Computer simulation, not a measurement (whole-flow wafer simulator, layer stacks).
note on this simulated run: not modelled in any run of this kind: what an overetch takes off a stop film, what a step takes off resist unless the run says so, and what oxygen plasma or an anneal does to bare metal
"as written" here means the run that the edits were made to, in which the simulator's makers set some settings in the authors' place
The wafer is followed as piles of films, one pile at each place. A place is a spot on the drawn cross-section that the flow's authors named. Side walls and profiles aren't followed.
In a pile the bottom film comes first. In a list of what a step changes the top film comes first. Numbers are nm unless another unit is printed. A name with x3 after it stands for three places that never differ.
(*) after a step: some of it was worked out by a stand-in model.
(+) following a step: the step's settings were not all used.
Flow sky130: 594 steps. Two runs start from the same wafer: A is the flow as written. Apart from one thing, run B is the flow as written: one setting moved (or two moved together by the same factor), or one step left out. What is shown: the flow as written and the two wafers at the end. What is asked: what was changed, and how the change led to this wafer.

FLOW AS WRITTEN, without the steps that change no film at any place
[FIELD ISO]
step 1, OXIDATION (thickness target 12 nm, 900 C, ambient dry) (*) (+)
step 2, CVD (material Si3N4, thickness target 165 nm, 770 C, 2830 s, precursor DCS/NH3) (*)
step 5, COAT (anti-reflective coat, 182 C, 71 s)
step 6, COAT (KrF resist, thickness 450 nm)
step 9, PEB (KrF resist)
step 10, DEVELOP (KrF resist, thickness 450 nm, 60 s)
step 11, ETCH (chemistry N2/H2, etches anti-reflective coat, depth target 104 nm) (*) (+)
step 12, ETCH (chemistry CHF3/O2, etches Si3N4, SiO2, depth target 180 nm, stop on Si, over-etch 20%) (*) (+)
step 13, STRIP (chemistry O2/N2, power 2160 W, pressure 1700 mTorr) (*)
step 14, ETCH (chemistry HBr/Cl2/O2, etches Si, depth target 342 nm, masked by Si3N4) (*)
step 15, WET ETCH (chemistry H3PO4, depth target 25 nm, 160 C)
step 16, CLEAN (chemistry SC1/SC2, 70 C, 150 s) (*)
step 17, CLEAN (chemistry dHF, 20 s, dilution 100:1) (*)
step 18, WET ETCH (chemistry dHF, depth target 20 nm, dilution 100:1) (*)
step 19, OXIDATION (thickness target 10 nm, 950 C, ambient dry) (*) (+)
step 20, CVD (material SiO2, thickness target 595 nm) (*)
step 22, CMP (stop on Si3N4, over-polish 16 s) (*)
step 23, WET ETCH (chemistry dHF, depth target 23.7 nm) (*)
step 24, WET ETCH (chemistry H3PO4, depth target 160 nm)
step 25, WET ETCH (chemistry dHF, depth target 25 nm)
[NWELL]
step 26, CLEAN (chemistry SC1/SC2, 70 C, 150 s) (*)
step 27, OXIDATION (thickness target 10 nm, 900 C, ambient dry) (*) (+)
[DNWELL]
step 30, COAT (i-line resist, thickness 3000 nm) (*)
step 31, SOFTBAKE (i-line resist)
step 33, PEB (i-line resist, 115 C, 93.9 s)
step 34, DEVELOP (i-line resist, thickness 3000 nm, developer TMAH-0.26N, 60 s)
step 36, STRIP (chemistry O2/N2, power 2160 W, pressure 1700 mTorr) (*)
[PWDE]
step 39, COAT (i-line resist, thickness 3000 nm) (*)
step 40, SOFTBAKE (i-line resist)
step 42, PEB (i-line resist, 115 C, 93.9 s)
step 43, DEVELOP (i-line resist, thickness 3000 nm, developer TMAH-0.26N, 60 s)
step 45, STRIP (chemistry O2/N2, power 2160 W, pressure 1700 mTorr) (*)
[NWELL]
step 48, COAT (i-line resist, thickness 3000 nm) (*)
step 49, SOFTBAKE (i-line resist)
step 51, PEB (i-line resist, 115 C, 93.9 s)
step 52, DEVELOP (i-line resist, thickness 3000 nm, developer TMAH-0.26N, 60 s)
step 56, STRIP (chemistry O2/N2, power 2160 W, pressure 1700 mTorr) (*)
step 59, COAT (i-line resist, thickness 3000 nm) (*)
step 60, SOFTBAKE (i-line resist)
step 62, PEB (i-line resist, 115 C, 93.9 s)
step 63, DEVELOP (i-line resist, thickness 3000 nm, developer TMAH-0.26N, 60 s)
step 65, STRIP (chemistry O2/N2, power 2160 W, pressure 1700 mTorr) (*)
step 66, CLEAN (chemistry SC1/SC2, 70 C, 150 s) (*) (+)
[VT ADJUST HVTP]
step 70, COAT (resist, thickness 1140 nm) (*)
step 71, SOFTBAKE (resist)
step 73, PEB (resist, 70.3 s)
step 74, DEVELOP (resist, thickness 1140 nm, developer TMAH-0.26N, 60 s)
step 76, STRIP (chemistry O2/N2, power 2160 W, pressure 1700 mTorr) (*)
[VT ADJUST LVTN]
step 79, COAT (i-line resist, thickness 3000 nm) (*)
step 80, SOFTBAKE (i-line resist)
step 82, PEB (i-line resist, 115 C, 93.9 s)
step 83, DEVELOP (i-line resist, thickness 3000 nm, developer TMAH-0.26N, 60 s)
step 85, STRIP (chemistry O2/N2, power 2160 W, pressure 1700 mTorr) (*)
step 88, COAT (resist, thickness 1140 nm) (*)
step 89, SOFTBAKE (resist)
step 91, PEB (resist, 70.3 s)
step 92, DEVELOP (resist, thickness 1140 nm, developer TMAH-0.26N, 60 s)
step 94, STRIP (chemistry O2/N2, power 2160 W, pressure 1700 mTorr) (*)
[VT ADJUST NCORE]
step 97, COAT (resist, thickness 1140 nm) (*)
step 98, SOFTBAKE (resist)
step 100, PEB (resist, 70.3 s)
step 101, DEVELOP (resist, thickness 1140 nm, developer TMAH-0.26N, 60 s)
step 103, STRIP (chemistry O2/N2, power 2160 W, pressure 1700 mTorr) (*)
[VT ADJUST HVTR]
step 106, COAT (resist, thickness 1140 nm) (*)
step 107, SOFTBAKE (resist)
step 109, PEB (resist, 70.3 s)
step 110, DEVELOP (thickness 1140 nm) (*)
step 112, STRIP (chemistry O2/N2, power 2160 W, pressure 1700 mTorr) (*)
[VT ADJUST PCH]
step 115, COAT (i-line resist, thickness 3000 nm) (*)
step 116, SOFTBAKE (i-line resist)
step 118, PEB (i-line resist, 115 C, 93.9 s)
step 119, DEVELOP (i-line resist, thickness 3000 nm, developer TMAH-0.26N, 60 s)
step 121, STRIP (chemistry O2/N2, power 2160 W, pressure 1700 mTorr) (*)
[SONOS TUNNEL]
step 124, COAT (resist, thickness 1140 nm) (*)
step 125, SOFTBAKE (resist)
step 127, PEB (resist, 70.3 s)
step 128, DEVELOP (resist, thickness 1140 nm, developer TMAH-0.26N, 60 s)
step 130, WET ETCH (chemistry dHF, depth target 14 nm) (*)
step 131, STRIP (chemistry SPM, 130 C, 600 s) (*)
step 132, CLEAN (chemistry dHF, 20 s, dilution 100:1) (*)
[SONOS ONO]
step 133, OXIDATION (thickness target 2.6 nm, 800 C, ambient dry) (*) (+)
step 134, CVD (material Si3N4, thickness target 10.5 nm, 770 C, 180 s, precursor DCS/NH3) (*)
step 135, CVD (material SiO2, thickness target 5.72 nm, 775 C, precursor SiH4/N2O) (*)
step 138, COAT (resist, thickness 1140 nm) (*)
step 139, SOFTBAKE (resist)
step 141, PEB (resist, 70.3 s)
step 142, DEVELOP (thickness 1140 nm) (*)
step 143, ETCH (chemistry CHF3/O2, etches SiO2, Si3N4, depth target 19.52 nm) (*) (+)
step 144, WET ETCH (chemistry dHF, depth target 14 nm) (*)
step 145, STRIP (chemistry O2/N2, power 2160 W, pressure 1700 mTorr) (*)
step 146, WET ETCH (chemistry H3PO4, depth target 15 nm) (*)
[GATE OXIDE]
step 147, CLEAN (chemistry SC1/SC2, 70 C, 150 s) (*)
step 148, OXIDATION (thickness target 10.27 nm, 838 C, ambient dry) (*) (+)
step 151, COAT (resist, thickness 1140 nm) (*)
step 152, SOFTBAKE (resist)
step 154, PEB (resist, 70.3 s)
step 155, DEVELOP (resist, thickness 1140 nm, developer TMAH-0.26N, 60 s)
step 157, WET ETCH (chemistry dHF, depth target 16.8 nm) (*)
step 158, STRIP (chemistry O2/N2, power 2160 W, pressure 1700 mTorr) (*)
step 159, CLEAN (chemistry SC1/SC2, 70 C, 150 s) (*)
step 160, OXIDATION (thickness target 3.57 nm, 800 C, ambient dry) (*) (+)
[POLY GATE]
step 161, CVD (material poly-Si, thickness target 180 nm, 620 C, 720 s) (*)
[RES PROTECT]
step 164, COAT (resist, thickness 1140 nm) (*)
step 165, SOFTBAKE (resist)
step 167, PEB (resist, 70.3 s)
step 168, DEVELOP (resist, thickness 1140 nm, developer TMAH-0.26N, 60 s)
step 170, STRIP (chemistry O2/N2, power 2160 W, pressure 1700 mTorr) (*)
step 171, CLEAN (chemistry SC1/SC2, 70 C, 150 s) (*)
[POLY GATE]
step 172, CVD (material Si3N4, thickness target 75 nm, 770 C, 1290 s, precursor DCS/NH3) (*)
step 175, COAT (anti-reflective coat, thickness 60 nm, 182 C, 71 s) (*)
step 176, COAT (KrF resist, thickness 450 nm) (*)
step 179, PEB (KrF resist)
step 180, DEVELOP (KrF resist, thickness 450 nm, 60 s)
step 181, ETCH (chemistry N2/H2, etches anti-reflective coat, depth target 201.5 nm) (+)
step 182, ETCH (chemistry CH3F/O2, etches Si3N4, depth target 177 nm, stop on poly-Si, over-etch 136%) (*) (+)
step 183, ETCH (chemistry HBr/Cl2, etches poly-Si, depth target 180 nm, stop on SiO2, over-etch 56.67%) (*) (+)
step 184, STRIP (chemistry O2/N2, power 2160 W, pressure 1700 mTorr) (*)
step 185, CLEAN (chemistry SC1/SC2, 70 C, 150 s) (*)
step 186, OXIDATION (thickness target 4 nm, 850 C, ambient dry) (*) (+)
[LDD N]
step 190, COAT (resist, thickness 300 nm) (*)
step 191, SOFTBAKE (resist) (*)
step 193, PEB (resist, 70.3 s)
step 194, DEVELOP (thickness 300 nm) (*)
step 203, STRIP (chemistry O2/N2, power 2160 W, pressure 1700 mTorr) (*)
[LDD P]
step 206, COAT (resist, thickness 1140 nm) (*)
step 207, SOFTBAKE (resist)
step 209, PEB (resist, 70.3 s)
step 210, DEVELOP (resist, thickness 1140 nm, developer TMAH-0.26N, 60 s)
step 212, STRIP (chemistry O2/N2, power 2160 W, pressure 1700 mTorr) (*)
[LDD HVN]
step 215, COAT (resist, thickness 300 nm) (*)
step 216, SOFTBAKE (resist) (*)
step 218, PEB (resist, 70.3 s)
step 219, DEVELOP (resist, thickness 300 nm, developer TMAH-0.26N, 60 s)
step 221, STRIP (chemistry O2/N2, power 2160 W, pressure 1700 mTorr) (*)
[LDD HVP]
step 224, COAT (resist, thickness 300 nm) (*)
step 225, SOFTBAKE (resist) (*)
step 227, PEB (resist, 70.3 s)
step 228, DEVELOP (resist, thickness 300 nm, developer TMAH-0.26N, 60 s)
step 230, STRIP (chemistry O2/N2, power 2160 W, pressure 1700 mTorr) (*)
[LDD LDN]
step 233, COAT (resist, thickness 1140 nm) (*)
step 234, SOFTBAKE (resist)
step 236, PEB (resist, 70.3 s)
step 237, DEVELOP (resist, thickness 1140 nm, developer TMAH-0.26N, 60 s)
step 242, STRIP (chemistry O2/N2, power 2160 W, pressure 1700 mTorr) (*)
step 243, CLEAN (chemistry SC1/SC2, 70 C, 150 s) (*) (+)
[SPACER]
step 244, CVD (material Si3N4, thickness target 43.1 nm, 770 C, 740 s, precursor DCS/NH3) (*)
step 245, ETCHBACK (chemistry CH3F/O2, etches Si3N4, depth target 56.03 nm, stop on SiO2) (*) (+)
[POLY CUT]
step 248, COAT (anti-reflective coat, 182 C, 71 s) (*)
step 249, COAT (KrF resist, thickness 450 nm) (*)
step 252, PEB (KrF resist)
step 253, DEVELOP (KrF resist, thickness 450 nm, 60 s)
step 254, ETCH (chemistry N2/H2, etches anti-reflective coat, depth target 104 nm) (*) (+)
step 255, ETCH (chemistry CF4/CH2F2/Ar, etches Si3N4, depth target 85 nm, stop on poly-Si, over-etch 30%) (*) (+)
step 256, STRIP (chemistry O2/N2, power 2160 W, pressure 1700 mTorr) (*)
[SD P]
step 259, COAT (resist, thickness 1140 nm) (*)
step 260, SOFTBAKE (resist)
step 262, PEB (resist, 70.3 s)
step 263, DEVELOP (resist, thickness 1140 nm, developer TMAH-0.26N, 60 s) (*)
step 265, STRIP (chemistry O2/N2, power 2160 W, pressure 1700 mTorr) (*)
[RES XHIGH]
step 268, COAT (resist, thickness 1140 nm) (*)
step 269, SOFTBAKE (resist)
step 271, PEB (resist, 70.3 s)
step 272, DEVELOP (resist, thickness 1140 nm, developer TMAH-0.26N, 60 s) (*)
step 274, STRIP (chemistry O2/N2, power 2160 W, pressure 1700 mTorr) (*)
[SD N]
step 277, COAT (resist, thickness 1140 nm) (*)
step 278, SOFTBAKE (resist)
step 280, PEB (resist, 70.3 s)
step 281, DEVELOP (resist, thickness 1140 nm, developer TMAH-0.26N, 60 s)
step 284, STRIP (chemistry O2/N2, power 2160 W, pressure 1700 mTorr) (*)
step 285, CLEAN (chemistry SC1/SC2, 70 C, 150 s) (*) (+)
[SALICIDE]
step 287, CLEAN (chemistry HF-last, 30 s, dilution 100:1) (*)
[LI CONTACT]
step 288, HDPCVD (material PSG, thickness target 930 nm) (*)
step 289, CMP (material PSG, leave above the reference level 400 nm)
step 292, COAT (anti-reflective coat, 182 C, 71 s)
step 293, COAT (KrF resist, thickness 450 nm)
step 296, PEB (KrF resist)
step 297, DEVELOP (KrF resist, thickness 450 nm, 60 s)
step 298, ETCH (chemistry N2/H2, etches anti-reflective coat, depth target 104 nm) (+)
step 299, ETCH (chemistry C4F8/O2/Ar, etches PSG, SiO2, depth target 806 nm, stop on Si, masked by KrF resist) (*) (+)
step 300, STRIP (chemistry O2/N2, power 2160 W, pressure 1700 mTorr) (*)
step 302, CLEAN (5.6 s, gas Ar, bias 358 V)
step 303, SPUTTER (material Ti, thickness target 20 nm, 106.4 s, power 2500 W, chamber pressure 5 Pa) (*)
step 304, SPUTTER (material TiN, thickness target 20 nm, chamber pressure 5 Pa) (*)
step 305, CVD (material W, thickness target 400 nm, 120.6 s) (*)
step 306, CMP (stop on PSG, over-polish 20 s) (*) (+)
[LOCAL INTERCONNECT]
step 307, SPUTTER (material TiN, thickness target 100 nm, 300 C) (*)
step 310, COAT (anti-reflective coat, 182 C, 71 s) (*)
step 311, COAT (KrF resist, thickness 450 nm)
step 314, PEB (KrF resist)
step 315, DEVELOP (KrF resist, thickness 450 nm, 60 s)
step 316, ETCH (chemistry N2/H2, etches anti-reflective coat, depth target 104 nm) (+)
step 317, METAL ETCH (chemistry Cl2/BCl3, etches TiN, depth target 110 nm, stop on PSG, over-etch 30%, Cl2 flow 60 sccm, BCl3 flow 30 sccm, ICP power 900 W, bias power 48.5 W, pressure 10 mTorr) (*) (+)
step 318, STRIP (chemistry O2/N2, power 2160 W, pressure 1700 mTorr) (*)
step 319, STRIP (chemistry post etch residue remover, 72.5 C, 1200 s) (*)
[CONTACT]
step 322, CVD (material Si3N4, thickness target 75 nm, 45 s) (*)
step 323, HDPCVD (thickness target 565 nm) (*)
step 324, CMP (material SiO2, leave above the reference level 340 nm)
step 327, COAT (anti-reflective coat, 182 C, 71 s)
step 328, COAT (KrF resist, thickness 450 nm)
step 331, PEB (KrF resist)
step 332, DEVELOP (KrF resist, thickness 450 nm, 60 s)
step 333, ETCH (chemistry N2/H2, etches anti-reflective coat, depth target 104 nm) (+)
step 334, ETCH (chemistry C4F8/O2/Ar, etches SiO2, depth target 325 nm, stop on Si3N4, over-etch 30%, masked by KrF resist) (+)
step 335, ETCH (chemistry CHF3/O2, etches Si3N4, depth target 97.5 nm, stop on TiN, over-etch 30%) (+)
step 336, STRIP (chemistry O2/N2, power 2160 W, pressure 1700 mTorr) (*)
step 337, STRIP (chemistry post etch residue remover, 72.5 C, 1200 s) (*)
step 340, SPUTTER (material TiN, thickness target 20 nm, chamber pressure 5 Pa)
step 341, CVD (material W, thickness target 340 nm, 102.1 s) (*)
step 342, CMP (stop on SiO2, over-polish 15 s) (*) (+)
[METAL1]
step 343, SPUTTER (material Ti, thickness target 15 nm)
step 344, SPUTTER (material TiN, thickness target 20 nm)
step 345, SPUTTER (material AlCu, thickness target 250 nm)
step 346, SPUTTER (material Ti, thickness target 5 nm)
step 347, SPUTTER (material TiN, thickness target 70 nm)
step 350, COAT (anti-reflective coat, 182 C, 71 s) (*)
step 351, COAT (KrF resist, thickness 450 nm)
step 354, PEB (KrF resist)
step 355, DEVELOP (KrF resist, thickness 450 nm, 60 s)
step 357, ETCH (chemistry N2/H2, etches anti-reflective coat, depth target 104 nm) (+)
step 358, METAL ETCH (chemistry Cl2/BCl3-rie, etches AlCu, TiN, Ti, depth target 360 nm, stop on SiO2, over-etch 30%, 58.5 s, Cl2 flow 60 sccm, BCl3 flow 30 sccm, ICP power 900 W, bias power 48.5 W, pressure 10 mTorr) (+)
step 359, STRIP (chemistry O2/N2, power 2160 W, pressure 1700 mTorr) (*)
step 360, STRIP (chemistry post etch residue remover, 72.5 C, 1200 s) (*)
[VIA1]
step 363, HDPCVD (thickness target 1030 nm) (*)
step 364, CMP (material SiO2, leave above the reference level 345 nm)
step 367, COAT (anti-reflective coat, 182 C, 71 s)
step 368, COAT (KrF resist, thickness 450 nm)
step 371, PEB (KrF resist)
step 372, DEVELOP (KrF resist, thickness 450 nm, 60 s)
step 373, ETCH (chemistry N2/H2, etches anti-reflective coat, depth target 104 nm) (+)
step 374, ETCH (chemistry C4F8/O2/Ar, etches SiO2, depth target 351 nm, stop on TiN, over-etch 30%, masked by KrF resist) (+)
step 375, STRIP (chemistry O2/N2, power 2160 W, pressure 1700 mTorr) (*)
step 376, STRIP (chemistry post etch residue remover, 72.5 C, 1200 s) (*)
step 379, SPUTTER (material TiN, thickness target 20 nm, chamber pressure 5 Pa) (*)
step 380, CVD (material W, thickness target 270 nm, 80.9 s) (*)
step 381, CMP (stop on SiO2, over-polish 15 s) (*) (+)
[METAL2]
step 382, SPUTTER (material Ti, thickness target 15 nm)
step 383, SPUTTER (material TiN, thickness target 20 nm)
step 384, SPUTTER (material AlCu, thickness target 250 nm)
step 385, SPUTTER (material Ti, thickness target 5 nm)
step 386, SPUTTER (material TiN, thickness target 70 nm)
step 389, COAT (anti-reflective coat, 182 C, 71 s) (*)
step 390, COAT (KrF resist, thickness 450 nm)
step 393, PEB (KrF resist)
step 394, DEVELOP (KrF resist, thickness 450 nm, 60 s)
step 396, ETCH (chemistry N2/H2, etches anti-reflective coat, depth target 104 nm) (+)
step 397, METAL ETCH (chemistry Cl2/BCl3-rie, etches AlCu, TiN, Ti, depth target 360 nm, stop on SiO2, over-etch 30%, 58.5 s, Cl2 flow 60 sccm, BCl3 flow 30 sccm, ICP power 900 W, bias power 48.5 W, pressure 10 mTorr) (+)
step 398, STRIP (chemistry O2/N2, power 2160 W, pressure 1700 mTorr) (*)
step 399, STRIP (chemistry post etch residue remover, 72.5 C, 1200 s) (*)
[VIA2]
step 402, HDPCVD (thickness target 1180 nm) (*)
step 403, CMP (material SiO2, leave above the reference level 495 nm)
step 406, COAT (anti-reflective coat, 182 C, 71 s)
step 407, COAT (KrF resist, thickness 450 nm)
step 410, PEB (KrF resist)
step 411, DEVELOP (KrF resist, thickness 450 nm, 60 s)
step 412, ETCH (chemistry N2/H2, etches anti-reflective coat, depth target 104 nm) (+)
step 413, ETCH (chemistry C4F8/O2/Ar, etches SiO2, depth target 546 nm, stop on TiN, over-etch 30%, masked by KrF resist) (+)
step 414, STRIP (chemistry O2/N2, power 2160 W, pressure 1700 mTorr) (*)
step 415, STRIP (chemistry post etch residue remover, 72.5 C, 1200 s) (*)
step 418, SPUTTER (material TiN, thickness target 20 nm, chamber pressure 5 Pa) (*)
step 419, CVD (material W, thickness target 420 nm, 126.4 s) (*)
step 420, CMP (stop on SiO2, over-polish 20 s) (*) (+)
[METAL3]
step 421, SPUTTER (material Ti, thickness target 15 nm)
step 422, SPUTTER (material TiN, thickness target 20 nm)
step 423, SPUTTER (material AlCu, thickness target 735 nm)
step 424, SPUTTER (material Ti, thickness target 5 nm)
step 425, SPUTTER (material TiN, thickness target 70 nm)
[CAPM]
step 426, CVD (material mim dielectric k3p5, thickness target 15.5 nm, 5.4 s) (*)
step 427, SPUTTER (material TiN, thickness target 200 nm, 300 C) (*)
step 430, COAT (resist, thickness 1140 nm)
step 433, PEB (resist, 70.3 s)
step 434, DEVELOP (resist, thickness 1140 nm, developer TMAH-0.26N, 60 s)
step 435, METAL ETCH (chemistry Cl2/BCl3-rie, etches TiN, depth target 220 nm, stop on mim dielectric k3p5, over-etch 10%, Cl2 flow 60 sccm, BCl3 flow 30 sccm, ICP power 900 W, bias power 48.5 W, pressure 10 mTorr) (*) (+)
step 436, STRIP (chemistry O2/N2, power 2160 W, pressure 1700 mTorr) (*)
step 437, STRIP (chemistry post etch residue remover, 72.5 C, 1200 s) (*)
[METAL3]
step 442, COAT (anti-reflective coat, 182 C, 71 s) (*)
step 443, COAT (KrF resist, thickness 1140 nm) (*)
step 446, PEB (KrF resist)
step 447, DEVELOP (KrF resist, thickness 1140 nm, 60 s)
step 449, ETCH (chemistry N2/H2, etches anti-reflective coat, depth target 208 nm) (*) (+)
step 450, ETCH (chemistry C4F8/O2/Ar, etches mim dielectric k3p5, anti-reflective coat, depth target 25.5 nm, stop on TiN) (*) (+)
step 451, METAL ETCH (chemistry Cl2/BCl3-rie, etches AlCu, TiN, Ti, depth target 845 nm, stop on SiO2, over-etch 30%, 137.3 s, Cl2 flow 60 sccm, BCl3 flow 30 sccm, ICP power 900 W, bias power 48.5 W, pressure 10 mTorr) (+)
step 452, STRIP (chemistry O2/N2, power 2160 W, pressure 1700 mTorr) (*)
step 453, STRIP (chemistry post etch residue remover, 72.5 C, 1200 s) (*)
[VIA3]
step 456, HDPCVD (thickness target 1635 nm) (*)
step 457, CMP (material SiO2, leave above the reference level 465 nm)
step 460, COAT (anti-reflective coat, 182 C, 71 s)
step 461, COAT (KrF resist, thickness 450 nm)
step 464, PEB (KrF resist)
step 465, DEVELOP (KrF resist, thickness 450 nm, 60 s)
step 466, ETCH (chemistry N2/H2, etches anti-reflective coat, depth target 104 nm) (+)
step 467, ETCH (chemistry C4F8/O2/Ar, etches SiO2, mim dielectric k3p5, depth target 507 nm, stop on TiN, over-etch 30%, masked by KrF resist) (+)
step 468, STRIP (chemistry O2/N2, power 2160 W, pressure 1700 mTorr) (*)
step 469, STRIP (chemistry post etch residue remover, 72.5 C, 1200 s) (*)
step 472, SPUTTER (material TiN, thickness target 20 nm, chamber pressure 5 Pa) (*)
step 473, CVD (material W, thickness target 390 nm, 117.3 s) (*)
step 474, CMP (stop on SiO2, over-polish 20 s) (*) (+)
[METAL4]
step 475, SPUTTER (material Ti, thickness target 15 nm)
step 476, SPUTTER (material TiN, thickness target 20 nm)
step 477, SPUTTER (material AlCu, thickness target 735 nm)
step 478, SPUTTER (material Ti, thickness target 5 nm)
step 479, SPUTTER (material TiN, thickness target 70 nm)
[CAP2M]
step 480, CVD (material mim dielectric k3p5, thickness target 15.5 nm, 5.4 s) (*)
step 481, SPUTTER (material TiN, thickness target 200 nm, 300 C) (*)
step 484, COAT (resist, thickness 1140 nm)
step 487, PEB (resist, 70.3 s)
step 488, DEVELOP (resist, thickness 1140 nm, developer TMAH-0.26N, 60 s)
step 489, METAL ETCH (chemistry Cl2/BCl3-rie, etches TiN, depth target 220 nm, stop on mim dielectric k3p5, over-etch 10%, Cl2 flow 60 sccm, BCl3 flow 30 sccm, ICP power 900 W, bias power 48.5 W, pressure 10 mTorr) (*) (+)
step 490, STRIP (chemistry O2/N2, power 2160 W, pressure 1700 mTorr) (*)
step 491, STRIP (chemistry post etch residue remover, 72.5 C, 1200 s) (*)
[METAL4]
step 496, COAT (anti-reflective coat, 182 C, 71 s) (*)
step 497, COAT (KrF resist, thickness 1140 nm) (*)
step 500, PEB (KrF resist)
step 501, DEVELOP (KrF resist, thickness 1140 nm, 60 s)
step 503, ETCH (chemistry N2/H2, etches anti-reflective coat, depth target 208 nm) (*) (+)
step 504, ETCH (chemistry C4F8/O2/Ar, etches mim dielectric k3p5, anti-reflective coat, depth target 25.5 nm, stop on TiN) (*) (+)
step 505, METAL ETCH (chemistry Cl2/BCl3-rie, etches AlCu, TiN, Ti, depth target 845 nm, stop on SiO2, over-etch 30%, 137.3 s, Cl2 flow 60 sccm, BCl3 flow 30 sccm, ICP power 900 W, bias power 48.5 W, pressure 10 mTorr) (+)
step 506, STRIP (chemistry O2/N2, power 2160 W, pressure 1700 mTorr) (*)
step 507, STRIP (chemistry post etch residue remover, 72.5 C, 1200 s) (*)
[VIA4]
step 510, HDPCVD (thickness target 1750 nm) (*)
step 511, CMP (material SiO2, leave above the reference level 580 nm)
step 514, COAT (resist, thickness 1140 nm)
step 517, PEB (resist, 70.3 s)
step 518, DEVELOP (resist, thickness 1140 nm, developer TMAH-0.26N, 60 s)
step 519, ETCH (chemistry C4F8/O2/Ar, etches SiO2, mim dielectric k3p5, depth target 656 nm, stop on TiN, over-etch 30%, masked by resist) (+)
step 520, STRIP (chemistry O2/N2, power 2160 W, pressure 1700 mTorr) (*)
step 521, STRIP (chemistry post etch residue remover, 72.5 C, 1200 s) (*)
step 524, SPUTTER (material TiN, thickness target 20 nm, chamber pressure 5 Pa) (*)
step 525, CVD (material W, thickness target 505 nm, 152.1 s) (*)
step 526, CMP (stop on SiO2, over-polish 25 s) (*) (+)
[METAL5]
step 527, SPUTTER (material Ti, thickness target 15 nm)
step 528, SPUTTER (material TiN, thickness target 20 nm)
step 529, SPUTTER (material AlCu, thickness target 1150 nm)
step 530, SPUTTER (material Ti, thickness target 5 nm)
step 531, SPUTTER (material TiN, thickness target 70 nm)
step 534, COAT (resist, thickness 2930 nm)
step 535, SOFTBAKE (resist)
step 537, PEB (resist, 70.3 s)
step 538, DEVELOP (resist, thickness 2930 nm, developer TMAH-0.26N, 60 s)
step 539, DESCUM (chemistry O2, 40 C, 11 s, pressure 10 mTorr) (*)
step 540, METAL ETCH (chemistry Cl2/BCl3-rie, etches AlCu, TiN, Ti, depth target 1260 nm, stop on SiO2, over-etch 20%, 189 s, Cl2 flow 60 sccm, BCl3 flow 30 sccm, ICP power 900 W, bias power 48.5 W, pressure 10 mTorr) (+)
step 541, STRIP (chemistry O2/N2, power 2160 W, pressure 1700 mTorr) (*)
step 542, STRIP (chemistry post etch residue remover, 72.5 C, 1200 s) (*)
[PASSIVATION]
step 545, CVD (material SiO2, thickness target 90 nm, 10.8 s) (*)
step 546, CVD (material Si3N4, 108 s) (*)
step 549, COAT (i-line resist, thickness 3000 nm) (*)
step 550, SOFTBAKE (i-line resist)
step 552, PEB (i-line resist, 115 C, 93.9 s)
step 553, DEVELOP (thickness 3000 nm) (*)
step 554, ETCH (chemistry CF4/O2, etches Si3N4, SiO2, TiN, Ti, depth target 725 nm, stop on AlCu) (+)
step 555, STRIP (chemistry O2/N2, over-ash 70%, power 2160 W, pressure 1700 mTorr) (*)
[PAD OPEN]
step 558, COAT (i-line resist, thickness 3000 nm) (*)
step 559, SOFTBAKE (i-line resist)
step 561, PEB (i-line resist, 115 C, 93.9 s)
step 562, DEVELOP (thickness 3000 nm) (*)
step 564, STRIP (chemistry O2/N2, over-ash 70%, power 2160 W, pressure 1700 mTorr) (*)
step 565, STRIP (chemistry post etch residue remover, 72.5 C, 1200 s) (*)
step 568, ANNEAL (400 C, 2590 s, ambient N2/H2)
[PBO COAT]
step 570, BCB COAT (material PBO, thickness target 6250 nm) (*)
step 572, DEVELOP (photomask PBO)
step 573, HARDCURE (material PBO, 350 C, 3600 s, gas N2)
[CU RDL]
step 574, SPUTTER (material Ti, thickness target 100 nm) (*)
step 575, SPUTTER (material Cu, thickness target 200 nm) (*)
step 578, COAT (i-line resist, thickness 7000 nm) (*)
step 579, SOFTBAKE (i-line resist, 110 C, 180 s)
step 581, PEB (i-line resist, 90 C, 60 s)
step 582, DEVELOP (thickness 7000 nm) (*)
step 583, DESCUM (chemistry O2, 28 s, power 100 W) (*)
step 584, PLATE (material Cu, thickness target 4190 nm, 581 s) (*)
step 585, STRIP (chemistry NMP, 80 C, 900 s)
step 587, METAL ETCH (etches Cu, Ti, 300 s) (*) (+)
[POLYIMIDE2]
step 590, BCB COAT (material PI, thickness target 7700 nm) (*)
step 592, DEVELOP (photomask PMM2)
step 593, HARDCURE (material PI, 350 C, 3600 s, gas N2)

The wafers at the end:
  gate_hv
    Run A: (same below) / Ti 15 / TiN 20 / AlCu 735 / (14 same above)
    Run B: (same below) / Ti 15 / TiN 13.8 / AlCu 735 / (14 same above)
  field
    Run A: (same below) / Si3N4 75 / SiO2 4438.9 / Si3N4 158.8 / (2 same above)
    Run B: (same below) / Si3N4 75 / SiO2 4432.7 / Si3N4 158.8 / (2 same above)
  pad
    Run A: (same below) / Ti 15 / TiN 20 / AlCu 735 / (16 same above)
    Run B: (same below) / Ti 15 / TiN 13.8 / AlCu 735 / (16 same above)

Cause: step 422, SPUTTER: thickness target 13.8 nm was run, while the flow as written has thickness target 20 nm.
The wafer lets one read it off: gate_hv has TiN 13.8, and step 422 as written asks for 20 nm.

The path from the change to this, step by step:
  step 422, SPUTTER (material TiN, thickness target 20 nm)
      field, active, n_well and 188 more: A +20 TiN (new film) | B +13.8 TiN (new film)
  step 451, METAL ETCH (chemistry Cl2/BCl3-rie, etches AlCu, TiN, Ti, depth target 845 nm, stop on SiO2, over-etch 30%, 137.3 s, Cl2 flow 60 sccm, BCl3 flow 30 sccm, ICP power 900 W, bias power 48.5 W, pressure 10 mTorr) (+)
      field, gate, spacer and 68 more: A -70 TiN (all of it), -5 Ti (all of it), -735 AlCu (all of it), -20 TiN (all of it), -15 Ti (all of it), -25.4 SiO2 | B -70 TiN (all of it), -5 Ti (all of it), -735 AlCu (all of it), -13.8 TiN (all of it), -15 Ti (all of it), -26 SiO2
      active, vpp_ln, vpp_iso2 and 11 more: A -70 TiN (all of it), -5 Ti (all of it), -735 AlCu (all of it), -20 TiN (all of it), -15 Ti (all of it), -25.3 SiO2 | B -70 TiN (all of it), -5 Ti (all of it), -735 AlCu (all of it), -13.8 TiN (all of it), -15 Ti (all of it), -26 SiO2
